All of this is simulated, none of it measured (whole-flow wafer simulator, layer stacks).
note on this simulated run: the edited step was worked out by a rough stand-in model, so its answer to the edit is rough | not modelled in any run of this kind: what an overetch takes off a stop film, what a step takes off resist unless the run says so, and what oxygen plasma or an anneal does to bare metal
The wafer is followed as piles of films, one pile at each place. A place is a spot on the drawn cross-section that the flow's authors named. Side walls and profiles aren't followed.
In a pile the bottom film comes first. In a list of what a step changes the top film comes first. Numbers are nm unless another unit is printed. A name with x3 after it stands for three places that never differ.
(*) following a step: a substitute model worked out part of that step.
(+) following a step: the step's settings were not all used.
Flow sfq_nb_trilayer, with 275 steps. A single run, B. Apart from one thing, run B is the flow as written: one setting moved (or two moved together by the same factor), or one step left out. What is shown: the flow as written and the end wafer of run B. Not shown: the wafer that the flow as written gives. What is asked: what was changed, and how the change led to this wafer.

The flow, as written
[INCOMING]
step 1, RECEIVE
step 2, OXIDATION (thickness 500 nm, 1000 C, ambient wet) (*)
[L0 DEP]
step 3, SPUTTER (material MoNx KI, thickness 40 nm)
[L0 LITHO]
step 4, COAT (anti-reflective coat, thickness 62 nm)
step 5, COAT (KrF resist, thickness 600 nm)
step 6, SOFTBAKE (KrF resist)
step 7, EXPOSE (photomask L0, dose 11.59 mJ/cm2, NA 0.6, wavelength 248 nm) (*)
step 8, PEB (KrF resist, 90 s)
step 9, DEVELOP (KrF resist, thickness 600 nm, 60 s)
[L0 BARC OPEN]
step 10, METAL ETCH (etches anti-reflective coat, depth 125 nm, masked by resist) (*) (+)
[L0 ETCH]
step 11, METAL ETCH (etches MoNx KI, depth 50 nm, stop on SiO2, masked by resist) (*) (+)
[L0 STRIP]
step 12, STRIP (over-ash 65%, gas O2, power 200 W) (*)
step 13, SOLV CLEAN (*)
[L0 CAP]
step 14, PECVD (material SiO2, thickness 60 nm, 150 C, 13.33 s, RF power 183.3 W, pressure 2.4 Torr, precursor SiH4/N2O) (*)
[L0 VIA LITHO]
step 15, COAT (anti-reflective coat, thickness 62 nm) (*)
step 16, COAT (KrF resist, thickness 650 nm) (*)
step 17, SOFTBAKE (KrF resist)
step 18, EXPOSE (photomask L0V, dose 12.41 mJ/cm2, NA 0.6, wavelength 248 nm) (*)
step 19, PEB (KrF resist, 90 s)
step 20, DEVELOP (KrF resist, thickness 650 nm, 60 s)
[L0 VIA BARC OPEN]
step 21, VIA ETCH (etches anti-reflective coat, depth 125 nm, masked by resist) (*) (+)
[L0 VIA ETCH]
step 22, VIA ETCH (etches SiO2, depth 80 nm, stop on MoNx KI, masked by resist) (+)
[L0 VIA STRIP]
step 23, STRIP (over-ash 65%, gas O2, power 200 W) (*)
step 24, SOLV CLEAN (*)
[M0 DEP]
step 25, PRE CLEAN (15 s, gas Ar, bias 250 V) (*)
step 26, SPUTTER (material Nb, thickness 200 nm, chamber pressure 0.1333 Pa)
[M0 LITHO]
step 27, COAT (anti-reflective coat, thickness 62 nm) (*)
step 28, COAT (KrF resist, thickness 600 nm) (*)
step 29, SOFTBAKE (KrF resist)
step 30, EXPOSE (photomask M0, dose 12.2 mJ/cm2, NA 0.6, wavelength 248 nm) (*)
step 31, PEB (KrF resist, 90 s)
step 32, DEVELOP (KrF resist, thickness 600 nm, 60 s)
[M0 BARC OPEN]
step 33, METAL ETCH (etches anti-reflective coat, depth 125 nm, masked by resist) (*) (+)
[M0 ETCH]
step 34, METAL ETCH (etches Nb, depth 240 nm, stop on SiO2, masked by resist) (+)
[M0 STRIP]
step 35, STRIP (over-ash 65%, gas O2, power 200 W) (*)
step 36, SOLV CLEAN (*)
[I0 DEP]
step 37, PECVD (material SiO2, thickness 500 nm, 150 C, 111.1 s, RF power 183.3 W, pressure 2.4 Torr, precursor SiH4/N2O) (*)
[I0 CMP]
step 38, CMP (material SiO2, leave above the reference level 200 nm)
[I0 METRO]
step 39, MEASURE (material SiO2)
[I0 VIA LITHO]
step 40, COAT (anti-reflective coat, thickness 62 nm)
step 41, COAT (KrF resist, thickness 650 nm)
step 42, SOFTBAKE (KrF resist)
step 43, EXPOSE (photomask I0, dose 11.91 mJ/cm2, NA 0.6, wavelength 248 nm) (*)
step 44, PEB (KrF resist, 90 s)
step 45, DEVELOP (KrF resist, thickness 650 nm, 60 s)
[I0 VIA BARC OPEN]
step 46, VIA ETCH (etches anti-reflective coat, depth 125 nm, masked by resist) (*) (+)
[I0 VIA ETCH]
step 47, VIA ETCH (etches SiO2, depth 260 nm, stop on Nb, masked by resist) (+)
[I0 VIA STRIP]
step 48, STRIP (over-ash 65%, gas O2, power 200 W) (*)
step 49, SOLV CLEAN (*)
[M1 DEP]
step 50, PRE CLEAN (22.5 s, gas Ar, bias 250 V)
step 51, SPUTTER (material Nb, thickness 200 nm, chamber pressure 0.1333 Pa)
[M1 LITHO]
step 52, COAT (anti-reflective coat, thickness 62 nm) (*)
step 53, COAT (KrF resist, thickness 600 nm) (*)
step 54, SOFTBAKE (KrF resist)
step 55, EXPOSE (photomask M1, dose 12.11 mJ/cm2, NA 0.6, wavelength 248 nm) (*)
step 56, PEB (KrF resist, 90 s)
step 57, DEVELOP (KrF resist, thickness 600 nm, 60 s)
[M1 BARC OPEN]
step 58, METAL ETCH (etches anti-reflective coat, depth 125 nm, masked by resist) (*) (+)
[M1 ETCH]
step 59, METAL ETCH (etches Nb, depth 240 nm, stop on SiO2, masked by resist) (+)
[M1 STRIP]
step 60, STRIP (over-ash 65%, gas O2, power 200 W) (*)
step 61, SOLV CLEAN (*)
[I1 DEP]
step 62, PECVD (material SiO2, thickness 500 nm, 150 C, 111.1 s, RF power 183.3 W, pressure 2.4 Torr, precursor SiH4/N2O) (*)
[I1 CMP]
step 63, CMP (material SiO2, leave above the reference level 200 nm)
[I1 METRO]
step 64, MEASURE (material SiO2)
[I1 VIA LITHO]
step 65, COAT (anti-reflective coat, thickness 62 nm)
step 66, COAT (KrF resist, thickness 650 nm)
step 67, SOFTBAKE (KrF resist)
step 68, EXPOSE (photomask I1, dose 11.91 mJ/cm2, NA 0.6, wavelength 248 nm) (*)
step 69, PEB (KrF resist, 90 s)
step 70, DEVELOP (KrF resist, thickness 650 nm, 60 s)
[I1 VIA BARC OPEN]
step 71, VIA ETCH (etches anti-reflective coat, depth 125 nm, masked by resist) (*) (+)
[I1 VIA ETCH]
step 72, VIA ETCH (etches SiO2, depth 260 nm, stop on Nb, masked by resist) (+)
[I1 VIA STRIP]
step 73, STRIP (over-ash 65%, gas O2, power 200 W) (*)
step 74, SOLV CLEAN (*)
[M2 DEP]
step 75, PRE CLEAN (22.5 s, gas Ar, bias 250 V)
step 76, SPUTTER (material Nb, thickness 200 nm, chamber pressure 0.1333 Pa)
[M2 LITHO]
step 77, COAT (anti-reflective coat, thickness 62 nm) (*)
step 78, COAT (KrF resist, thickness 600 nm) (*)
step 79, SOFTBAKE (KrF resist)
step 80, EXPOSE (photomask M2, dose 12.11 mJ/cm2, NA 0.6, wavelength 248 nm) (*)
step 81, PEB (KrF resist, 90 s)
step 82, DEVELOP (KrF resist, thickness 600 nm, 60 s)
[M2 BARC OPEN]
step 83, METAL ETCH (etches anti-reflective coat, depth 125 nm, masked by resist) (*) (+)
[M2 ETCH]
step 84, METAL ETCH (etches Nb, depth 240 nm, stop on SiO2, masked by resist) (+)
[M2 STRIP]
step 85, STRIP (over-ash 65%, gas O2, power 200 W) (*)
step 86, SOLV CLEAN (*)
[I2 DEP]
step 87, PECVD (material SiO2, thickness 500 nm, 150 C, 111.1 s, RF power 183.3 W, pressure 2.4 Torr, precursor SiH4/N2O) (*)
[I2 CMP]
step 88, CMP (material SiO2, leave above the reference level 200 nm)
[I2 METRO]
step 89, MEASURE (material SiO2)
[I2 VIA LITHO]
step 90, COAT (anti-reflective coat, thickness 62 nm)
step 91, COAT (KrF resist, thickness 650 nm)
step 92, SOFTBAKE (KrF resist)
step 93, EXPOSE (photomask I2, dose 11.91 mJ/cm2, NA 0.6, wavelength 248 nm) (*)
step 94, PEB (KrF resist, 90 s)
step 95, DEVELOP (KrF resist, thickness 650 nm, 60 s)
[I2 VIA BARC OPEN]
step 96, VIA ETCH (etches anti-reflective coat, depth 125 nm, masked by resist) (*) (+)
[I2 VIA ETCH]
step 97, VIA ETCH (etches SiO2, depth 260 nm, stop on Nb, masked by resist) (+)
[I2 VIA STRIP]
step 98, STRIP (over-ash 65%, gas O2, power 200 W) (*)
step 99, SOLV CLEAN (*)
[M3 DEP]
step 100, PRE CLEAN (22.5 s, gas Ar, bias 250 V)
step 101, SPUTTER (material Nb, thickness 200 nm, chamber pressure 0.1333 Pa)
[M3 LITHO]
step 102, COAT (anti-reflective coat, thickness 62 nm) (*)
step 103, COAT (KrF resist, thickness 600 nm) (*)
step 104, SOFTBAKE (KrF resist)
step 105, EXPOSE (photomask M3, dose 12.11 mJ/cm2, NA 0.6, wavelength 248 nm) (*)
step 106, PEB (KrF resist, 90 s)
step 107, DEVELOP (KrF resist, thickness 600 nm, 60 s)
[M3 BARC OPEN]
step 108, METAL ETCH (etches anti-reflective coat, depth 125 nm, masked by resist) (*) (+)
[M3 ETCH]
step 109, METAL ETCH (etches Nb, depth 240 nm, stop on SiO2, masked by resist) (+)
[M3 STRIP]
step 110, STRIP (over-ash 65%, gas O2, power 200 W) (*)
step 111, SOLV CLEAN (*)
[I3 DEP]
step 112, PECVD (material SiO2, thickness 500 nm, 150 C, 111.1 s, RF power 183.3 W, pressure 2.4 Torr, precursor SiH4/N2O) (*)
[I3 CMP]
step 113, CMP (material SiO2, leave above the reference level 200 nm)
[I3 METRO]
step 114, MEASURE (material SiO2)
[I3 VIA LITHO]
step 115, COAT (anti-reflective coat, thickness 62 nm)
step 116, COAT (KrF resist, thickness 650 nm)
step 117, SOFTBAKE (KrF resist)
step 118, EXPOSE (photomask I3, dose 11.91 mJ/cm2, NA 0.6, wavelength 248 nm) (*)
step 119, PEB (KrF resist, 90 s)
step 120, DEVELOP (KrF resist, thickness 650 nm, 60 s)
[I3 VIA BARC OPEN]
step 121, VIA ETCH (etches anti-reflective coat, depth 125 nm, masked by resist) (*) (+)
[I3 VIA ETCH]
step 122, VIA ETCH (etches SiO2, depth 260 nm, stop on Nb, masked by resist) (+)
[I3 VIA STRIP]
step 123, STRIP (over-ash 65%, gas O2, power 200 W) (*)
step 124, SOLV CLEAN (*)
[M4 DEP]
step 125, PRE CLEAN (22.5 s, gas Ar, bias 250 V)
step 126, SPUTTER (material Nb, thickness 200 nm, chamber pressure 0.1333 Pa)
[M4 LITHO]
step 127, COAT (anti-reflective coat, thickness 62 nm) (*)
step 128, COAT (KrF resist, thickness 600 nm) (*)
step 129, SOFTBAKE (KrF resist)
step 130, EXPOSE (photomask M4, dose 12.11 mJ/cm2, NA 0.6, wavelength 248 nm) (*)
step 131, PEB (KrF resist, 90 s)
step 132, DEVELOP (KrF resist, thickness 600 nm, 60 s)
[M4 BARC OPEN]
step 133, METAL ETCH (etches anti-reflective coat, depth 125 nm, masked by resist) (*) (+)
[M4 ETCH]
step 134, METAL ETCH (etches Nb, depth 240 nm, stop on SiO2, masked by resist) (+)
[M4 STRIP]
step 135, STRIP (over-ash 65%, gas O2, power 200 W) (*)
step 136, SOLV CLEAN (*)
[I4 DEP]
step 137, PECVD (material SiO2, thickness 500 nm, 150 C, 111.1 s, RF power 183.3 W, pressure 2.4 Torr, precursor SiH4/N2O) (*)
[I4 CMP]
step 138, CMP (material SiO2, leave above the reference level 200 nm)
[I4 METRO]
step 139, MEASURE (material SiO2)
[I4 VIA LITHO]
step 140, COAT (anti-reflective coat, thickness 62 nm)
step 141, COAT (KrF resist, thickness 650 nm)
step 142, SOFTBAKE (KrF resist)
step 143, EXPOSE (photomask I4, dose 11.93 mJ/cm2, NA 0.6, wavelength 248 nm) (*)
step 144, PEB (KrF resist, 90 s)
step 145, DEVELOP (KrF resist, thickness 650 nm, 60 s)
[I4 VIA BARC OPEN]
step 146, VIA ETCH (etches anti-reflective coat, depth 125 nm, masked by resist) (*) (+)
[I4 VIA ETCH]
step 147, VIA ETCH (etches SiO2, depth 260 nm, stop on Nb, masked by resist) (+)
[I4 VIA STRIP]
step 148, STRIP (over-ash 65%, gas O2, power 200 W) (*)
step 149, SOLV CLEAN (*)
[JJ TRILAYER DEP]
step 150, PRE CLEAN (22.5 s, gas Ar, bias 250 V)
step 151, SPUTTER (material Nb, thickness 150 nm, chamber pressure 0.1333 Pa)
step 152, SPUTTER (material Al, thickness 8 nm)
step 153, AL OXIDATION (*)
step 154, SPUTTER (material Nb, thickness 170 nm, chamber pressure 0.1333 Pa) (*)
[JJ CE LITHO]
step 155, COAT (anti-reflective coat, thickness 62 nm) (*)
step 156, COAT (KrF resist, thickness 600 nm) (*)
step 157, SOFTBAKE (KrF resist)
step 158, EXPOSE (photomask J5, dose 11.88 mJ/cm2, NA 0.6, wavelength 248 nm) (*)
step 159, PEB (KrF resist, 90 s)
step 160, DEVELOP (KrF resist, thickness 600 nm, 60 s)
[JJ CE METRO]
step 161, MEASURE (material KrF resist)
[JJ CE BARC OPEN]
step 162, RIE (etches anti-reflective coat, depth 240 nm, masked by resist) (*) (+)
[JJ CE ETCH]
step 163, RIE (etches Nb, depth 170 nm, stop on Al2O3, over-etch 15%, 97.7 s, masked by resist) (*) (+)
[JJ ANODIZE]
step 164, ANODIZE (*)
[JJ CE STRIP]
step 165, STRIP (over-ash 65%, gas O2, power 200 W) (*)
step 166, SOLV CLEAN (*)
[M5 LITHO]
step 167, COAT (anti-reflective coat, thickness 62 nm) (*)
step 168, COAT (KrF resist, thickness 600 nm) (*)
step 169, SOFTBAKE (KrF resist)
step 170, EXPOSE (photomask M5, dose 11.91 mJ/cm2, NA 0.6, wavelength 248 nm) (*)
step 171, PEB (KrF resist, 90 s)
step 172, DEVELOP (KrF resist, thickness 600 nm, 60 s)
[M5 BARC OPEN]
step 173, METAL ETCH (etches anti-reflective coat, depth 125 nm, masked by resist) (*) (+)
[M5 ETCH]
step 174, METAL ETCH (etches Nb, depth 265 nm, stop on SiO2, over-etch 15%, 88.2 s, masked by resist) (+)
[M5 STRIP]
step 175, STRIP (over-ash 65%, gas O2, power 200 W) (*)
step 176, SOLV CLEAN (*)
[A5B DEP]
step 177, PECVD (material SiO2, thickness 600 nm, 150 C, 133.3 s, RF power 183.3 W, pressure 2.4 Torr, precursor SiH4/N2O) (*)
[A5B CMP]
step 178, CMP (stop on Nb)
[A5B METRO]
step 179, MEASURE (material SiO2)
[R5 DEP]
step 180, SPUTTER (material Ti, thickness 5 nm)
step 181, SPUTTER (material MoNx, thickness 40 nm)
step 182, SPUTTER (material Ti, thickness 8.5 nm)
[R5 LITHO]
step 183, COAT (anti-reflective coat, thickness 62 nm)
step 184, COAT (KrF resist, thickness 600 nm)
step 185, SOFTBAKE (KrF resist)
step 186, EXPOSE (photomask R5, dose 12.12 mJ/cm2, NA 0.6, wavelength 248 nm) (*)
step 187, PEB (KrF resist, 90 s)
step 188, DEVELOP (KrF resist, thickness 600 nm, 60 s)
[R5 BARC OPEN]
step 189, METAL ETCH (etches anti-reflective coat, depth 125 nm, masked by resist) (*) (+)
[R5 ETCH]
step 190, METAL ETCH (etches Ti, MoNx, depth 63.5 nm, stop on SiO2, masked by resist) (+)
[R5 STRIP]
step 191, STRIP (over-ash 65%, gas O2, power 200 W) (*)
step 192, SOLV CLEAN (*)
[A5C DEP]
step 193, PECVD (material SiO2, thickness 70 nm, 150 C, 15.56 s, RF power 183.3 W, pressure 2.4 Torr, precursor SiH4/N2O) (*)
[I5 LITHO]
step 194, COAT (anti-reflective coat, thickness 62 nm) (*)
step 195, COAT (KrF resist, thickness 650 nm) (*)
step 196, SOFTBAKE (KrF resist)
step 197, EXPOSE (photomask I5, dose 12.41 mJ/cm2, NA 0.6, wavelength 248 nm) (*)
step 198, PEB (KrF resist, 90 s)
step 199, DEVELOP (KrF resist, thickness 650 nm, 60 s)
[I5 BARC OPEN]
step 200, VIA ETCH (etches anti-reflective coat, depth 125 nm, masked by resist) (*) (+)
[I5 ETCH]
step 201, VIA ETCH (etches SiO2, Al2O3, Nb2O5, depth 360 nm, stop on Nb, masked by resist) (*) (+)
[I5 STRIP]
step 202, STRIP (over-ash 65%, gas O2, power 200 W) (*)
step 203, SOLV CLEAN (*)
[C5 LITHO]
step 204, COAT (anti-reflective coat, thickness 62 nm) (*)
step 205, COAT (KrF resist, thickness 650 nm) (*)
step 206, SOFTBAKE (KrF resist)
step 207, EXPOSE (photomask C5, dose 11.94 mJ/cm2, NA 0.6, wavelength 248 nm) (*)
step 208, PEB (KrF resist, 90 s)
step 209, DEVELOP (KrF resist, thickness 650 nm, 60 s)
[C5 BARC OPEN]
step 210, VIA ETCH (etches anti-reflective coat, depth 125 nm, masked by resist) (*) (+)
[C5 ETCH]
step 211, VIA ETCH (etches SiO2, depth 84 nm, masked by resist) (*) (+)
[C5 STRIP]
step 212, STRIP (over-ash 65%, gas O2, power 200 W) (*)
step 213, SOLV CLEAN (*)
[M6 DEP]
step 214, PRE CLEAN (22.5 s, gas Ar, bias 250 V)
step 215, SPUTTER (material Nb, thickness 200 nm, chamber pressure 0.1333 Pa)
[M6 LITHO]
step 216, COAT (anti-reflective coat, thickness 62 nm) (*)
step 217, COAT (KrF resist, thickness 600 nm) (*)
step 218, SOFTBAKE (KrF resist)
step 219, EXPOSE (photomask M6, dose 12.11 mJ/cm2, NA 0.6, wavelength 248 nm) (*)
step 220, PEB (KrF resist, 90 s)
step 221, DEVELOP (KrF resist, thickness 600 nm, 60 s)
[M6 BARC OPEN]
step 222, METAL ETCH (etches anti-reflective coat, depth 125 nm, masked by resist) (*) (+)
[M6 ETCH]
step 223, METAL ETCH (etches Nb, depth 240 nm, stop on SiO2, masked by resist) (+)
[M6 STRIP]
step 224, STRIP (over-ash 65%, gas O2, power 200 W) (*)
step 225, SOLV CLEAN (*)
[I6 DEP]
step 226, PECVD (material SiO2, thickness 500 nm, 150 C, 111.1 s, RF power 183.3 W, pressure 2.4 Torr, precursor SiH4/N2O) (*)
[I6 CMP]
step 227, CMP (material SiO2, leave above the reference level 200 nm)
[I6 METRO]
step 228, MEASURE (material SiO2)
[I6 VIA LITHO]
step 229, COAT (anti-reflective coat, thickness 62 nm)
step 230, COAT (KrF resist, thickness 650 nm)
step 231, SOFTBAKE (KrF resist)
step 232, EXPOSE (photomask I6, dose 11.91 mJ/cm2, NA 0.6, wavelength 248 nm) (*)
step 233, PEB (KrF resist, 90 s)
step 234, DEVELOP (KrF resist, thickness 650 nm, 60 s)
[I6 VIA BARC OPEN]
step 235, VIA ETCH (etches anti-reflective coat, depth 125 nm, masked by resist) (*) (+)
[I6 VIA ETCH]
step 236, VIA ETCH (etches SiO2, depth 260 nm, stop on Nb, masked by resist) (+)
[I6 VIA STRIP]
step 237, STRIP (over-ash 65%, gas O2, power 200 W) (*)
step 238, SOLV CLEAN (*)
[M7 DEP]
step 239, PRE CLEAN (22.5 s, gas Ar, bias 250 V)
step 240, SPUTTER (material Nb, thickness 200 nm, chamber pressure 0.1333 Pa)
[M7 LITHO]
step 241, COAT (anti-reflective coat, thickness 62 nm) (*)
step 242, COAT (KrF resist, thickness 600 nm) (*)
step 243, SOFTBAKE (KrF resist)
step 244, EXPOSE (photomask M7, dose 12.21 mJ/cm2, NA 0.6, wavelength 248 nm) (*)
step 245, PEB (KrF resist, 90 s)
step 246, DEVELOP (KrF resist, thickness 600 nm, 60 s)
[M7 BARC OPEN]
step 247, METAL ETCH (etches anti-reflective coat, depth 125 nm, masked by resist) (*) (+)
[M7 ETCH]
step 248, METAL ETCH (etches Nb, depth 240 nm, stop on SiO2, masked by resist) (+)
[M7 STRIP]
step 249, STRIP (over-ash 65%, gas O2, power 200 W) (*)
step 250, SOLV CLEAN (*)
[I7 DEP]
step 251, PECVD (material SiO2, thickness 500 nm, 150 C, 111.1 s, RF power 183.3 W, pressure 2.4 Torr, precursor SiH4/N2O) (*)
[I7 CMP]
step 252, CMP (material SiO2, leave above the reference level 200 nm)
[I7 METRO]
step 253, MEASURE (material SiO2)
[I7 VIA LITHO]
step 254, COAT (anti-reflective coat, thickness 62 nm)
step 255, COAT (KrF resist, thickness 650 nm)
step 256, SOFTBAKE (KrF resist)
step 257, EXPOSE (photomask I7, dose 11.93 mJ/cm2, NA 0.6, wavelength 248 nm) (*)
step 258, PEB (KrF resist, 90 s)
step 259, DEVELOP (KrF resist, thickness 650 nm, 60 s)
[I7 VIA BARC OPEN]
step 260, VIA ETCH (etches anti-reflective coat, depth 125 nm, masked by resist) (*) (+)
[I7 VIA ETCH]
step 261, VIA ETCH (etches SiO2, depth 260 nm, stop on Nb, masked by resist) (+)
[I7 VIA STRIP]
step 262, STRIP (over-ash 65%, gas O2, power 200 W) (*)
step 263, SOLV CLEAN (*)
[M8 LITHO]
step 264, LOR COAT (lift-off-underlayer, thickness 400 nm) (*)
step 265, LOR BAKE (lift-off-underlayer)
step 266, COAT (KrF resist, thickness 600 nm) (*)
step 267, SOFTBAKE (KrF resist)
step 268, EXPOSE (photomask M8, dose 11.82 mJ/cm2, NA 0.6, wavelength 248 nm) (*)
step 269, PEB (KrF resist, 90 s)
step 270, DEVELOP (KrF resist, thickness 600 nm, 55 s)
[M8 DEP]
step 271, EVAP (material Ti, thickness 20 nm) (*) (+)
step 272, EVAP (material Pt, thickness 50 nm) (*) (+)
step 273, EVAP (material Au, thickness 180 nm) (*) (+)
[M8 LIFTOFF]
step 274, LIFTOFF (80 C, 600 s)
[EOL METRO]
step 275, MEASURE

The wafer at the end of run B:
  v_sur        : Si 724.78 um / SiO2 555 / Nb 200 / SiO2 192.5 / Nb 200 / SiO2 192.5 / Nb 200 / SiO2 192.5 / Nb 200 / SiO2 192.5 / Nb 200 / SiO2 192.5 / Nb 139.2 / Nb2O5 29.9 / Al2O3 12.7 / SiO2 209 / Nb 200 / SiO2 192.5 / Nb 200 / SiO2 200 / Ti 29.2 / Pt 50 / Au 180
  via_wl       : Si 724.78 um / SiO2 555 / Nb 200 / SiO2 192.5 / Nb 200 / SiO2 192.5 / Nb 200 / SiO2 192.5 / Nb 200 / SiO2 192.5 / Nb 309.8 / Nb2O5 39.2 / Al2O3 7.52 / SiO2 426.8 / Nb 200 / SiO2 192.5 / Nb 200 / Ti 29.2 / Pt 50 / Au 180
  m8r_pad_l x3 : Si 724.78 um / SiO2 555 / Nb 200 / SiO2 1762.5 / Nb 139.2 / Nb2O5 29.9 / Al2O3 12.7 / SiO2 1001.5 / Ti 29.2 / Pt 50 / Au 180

Cause: step 271, EVAP: thickness 29.2 nm was run, whereas the flow has thickness 20 nm.
One can read it off the wafer: v_sur has Ti 29.2, and step 271 as written asks for 20 nm.

Step by step, how the change led to this:
  step 271, EVAP (material Ti, thickness 20 nm) (*) (+)
      field_l, v_sur, via_wl and 103 more: +29.2 Ti (new film) (as written it would have been: +20 Ti (new film))
  step 274, LIFTOFF (80 C, 600 s)
      p4_fl x3, p4_w1 x9, p4_g1 x2 and 60 more: -180 Au (all of it), -50 Pt (all of it), -29.2 Ti (all of it), -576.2 KrF resist (all of it), -400 lift-off-underlayer (all of it) (as written it would have been: -180 Au (all of it), -50 Pt (all of it), -20 Ti (all of it), -576.2 KrF resist (all of it), -400 lift-off-underlayer (all of it))
      c5j, ce_r: -180 Au (all of it), -50 Pt (all of it), -29.2 Ti (all of it), -573.3 KrF resist (all of it), -399.3 lift-off-underlayer (all of it) (as written it would have been: -180 Au (all of it), -50 Pt (all of it), -20 Ti (all of it), -573.3 KrF resist (all of it), -399.3 lift-off-underlayer (all of it))
      (also at 19 further places)
